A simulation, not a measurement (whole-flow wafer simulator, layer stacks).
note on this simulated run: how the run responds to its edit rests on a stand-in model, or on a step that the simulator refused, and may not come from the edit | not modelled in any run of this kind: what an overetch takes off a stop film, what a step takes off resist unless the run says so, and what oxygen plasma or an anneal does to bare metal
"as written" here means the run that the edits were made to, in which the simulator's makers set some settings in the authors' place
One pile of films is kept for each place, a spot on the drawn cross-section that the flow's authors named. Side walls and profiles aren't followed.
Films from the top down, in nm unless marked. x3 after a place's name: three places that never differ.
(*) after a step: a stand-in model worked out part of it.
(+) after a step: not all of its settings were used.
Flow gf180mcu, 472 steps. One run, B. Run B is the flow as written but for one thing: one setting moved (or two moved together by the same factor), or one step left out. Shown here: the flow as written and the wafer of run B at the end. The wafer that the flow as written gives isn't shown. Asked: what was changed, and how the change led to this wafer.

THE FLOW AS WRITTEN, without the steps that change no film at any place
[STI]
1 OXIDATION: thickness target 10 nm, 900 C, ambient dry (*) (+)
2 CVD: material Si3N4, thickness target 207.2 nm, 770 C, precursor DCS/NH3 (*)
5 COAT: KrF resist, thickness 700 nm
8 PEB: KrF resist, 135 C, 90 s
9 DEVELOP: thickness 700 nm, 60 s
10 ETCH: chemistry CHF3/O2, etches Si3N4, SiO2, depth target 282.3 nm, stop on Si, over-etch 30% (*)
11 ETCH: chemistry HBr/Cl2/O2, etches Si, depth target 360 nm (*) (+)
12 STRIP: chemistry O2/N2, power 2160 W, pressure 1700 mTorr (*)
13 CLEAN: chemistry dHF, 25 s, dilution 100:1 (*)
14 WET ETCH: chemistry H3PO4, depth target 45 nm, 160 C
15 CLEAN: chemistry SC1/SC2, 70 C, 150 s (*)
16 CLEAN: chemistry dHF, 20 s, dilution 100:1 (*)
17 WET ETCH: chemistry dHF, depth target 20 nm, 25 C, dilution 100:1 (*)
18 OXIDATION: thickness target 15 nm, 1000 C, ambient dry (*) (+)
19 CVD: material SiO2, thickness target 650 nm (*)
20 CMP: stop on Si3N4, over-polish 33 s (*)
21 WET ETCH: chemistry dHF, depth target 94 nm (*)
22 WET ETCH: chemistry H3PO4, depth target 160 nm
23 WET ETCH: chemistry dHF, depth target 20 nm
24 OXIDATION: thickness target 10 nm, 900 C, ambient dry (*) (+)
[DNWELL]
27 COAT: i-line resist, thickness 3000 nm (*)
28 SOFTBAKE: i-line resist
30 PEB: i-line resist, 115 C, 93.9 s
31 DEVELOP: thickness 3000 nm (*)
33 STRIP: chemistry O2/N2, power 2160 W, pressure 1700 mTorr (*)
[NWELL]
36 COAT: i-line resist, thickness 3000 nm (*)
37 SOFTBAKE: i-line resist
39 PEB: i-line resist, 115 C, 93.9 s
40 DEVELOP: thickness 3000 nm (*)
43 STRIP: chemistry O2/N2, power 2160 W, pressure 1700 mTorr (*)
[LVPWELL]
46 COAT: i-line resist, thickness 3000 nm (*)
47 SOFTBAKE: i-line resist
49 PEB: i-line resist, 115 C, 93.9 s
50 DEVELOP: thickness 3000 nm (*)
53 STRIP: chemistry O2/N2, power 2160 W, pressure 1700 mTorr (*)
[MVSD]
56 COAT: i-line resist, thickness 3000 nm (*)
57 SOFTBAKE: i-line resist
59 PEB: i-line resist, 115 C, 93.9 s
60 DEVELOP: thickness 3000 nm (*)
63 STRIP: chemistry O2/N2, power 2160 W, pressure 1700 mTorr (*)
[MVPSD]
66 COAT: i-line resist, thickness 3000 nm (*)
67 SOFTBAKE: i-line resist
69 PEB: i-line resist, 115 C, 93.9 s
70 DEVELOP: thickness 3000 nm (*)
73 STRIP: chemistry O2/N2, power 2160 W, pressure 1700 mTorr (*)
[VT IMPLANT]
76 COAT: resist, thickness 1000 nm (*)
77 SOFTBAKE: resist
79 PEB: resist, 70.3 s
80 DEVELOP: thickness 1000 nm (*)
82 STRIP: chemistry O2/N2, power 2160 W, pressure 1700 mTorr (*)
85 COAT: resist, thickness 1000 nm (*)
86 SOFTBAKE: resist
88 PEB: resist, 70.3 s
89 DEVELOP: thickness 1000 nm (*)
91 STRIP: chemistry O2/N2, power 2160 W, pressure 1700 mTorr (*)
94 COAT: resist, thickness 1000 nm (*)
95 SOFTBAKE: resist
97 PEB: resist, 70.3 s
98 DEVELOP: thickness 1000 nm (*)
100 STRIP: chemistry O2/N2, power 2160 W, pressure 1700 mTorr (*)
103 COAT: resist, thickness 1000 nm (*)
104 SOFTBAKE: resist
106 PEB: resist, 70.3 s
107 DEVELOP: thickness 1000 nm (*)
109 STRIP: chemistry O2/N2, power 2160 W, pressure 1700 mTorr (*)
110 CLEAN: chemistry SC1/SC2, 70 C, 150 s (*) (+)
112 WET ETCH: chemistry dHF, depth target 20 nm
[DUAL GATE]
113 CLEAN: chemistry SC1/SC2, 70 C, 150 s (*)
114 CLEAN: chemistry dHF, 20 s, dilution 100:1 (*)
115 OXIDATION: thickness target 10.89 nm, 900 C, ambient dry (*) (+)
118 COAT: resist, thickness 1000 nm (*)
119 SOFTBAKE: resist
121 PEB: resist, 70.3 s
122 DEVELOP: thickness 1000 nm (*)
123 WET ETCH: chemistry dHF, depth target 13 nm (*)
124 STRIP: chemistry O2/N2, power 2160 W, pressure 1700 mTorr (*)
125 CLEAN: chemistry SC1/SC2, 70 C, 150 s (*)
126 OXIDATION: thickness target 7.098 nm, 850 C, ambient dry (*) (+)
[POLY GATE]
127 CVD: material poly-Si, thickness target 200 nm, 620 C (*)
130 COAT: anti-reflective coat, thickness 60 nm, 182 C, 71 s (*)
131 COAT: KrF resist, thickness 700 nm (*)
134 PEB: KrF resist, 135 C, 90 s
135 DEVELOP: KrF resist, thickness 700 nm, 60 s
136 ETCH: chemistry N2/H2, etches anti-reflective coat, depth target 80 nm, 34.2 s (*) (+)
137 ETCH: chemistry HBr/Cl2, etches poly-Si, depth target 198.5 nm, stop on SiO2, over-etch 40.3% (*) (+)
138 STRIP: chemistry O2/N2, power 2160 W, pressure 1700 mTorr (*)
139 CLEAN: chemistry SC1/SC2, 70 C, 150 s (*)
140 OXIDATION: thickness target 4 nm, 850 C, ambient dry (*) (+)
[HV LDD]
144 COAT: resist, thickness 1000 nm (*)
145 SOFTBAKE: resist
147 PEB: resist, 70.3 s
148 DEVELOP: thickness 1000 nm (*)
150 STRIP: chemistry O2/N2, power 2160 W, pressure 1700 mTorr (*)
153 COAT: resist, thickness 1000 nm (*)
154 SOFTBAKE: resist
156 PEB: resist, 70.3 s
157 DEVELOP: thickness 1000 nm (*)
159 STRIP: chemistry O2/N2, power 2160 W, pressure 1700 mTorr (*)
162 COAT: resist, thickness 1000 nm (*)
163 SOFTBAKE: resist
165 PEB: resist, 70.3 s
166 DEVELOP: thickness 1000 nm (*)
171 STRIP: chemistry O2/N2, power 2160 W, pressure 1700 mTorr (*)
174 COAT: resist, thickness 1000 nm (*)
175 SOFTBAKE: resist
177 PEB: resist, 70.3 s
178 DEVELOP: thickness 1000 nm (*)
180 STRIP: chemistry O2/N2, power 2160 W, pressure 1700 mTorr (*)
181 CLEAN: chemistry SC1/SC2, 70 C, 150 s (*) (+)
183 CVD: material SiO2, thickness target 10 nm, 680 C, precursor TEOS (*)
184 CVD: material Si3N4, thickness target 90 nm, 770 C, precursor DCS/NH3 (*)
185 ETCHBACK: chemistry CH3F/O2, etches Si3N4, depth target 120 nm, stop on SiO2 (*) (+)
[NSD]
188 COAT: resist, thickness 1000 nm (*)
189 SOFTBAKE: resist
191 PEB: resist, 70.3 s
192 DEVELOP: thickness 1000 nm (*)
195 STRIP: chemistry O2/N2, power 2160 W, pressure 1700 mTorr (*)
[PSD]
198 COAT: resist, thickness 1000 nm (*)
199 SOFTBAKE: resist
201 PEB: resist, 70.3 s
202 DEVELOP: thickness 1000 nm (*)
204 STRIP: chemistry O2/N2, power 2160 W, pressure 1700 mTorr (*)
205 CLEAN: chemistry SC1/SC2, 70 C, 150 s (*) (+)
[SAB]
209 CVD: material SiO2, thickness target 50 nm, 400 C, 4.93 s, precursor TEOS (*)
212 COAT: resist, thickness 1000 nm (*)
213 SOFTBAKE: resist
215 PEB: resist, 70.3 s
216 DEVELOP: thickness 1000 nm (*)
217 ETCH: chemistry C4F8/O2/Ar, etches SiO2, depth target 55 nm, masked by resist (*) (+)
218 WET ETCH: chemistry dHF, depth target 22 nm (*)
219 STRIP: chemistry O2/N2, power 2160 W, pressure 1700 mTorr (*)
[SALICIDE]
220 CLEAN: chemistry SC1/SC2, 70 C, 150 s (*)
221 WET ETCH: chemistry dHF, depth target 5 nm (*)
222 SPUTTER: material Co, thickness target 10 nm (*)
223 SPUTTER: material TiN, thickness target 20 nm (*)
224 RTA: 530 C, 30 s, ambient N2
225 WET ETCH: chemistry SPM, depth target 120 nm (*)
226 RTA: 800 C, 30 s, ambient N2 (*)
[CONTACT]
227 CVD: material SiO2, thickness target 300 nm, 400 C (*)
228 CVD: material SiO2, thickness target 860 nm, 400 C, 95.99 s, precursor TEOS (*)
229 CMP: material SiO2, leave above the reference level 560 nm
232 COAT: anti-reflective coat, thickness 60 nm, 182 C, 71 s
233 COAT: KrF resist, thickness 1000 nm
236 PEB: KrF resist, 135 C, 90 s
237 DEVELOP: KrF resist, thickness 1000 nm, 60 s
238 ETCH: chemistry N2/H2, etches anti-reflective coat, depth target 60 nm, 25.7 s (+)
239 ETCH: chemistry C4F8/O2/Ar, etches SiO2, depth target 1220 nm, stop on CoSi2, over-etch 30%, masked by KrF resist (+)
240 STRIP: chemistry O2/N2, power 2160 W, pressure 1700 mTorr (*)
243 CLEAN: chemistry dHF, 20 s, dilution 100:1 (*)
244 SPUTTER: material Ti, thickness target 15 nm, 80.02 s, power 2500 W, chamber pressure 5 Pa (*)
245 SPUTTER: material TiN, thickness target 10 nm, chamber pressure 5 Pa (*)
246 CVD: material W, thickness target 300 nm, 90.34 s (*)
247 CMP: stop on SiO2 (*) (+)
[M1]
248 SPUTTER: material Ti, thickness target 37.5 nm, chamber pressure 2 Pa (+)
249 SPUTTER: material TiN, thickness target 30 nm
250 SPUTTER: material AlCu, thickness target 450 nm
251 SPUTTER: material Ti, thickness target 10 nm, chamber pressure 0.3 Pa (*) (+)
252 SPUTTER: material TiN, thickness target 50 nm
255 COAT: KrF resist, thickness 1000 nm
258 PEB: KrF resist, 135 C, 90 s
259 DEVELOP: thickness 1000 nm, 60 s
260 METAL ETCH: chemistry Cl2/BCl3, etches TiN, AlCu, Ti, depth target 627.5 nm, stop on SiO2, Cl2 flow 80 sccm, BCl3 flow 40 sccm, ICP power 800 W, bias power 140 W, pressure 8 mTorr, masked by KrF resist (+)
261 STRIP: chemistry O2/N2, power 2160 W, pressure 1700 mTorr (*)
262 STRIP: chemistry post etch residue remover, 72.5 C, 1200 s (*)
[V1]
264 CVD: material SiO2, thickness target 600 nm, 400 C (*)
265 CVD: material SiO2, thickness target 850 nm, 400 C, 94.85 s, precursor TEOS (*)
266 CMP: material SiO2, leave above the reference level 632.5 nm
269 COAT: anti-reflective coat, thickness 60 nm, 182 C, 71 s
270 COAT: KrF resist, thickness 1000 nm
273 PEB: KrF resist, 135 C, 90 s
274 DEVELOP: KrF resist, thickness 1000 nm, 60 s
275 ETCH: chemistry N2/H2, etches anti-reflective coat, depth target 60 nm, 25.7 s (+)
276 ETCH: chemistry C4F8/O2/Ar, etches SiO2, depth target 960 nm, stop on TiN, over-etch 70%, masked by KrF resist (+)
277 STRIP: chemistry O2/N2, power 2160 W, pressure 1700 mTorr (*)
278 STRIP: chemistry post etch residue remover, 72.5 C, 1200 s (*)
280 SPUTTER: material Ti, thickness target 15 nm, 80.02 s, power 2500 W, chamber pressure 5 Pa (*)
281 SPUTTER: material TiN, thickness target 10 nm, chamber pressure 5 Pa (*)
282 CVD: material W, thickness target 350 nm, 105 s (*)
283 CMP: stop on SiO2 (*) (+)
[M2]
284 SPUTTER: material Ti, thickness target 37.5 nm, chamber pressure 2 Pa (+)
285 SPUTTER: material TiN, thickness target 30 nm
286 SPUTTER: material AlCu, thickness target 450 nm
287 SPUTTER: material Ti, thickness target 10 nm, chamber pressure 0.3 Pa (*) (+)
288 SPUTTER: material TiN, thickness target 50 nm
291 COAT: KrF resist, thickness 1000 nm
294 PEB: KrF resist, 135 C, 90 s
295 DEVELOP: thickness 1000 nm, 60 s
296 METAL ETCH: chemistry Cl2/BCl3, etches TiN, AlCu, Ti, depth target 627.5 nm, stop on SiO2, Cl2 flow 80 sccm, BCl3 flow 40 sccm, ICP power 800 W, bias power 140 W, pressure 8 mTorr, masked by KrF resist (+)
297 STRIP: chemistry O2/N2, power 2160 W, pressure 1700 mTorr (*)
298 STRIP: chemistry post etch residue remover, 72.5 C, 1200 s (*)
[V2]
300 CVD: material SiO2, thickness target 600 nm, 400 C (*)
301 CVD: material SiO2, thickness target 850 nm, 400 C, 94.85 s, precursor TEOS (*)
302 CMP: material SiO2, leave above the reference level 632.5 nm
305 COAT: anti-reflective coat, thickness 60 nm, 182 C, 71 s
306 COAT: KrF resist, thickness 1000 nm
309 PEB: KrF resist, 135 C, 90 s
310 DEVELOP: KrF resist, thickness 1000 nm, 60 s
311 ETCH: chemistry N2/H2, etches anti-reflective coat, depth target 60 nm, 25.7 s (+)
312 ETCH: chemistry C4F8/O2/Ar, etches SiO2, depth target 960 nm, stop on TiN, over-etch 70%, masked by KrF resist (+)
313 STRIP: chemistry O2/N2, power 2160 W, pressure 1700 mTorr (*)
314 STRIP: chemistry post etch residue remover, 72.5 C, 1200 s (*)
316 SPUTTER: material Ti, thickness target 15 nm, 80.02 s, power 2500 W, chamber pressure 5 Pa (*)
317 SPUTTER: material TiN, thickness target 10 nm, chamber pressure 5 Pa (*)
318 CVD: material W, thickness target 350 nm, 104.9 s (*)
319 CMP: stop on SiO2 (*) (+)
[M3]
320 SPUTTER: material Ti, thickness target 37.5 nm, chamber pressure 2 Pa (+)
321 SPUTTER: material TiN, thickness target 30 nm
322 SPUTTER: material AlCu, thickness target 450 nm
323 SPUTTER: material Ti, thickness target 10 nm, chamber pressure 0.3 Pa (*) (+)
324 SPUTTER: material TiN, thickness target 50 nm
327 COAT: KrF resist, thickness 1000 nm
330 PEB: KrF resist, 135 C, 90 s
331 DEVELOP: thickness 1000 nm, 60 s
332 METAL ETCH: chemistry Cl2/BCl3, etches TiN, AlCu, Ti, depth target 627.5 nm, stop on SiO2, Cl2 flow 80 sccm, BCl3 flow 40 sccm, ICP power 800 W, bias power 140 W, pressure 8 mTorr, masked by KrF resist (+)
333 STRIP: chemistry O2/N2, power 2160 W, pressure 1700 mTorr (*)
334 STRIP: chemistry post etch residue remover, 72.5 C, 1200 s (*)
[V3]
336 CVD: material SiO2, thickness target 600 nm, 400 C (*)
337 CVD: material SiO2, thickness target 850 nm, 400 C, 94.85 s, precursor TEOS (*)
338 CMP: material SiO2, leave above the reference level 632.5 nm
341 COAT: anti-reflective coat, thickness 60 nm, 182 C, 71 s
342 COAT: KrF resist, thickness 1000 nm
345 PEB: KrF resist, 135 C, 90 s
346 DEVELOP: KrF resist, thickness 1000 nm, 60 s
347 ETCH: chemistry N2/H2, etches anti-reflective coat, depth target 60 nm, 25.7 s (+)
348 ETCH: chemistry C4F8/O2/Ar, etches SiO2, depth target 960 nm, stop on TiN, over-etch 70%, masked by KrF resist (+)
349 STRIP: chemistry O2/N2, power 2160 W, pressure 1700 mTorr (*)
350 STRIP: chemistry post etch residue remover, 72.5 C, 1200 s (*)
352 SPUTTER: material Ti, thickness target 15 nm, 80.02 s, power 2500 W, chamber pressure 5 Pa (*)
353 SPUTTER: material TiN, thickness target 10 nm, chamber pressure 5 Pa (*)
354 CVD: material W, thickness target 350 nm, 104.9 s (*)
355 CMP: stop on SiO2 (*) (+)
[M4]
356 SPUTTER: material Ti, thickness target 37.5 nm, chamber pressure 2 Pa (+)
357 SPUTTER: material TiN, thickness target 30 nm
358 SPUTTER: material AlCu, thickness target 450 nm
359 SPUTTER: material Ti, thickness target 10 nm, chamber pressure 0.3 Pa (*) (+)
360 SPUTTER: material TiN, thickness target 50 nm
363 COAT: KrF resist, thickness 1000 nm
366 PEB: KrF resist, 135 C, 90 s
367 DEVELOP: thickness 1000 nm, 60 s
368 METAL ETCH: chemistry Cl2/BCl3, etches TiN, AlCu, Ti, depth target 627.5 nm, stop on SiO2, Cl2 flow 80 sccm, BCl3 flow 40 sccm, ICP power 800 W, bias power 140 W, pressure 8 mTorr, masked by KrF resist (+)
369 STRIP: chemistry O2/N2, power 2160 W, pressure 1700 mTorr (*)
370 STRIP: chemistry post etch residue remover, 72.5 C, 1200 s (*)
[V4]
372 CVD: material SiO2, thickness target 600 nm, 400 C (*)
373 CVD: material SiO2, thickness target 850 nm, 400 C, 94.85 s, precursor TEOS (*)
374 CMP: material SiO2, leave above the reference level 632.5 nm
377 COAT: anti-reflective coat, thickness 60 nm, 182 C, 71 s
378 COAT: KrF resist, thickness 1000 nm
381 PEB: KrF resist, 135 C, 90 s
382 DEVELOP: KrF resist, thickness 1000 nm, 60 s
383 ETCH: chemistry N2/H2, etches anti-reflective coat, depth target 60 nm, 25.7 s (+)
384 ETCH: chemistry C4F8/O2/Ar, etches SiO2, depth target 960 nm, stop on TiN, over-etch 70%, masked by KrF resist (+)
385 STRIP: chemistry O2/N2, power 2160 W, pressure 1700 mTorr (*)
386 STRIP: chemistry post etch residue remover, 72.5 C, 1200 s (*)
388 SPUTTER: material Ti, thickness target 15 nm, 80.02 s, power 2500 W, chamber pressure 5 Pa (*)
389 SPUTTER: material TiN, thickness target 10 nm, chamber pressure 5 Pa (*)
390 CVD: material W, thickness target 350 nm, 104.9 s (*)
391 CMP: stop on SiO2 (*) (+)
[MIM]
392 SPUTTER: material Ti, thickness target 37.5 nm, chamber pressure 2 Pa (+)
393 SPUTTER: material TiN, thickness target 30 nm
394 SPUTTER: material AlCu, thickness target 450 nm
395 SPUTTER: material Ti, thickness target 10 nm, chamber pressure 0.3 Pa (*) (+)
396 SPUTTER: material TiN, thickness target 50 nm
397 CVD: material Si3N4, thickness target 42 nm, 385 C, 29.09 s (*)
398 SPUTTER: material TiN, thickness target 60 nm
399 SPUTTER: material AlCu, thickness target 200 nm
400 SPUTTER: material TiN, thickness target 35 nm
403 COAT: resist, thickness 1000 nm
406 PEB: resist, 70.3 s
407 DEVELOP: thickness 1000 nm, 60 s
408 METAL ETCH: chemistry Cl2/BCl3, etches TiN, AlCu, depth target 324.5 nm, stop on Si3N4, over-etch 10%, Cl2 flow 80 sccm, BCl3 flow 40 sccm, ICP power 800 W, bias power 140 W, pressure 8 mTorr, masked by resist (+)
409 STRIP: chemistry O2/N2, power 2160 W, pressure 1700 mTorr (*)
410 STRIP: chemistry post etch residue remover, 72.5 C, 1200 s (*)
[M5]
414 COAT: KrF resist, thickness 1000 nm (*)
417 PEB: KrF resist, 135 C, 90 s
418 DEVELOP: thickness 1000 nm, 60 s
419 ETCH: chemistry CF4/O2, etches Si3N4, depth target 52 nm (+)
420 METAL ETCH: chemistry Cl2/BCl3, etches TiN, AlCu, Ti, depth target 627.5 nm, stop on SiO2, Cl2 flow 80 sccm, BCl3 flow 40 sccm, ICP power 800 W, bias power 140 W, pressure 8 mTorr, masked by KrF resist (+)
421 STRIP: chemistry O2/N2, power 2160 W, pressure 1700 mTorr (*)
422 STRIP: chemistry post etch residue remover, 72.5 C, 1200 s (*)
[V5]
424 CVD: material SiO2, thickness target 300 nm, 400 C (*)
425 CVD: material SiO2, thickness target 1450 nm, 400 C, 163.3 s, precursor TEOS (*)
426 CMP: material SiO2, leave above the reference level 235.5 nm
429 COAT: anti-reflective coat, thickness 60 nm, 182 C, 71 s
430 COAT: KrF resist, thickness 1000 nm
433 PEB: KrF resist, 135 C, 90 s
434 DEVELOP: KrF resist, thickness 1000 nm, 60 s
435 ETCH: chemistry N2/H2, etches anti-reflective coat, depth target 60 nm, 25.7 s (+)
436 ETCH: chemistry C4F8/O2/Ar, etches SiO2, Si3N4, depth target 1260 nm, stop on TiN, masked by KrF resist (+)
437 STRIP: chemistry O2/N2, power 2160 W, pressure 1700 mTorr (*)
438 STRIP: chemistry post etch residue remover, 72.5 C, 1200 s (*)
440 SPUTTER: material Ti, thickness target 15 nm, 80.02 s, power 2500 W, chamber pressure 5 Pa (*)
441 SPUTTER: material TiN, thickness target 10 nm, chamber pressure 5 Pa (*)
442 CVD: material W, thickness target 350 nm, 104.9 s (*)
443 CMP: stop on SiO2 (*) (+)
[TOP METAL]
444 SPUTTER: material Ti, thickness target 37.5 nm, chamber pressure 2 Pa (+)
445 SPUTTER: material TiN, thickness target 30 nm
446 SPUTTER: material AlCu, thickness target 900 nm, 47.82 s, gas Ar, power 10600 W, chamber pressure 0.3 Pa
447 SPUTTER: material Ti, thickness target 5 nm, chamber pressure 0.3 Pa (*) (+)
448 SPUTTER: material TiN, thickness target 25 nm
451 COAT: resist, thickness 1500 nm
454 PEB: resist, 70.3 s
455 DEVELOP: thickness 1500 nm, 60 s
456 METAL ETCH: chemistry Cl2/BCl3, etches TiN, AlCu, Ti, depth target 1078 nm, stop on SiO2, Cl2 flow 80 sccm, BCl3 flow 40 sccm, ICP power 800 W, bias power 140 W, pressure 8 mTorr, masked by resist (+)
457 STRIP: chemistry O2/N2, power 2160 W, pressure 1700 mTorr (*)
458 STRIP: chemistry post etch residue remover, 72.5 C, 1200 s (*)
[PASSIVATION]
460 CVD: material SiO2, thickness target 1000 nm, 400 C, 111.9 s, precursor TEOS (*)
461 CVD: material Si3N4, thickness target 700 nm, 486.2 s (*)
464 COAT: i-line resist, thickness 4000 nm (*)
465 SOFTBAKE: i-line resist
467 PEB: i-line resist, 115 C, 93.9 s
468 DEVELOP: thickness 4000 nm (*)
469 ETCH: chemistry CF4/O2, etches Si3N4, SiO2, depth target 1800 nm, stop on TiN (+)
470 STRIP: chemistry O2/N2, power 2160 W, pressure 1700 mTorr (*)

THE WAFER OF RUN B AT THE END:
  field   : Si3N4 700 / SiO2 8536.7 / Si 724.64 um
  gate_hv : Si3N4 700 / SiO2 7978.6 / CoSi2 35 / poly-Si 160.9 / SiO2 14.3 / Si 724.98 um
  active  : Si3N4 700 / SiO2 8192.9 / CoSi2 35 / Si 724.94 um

The cause: step 266, CMP: leave above the reference level 942.4 nm was run, where the flow has leave above the reference level 632.5 nm.

How the change led to this, step by step:
  266 CMP: material SiO2, leave above the reference level 632.5 nm
      field, field__w1, field__w2 and 99 more: nothing (as written it would be: SiO2 -300)
      field__w8, contact, m1 and 6 more: SiO2 -567.2 (as written it would be: SiO2 -877.1)
  269 COAT: anti-reflective coat, thickness 60 nm, 182 C, 71 s
      contact, polyc_n: anti-reflective coat +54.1 (new film) (as written it would be: anti-reflective coat +60 (new film))
      polyc_p_rim, m1_nw: anti-reflective coat +55.8 (new film) (as written it would be: anti-reflective coat +60 (new film))
      (and at 10 more places)
  275 ETCH: chemistry N2/H2, etches anti-reflective coat, depth target 60 nm, 25.7 s (+)
      contact: anti-reflective coat -54.1 (all of it), SiO2 -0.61 (as written it would be: anti-reflective coat -60 (all of it), SiO2 -0.46)
  276 ETCH: chemistry C4F8/O2/Ar, etches SiO2, depth target 960 nm, stop on TiN, over-etch 70%, masked by KrF resist (+)
      contact: SiO2 -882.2 (all of it) (as written it would be: SiO2 -572.5 (all of it))
  277 STRIP: chemistry O2/N2, power 2160 W, pressure 1700 mTorr (*)
      field: KrF resist -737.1 (all of it), anti-reflective coat -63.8 (all of it) (as written it would be: KrF resist -739.2 (all of it), anti-reflective coat -60 (all of it))
      field__w8: KrF resist -738.3 (all of it), anti-reflective coat -54.2 (all of it) (as written it would be: KrF resist -739.2 (all of it), anti-reflective coat -60 (all of it))
      (and at 11 more places)
  280 SPUTTER: material Ti, thickness target 15 nm, 80.02 s, power 2500 W, chamber pressure 5 Pa (*)
      contact: Ti +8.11 (new film) (as written it would be: Ti +9.65 (new film))
  281 SPUTTER: material TiN, thickness target 10 nm, chamber pressure 5 Pa (*)
      contact: TiN +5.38 (new film) (as written it would be: TiN +6.4 (new film))
  282 CVD: material W, thickness target 350 nm, 105 s (*)
      contact: W +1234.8 (new film) (as written it would be: W +932.3 (new film))
  283 CMP: stop on SiO2 (*) (+)
      field__w8, m1, m1__w1, polyc_n, polyc_n_rim, polyc_p, polyc_p_rim, m1_nw: W -350 (all of it), TiN -10 (all of it), Ti -15 (all of it), SiO2 -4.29 (as written it would be: W -350 (all of it), TiN -10 (all of it), Ti -15 (all of it), SiO2 -3.78)
  302 CMP: material SiO2, leave above the reference level 632.5 nm
      field, field__w1, field__w2 and 99 more: SiO2 -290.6 (as written it would be: SiO2 -300)
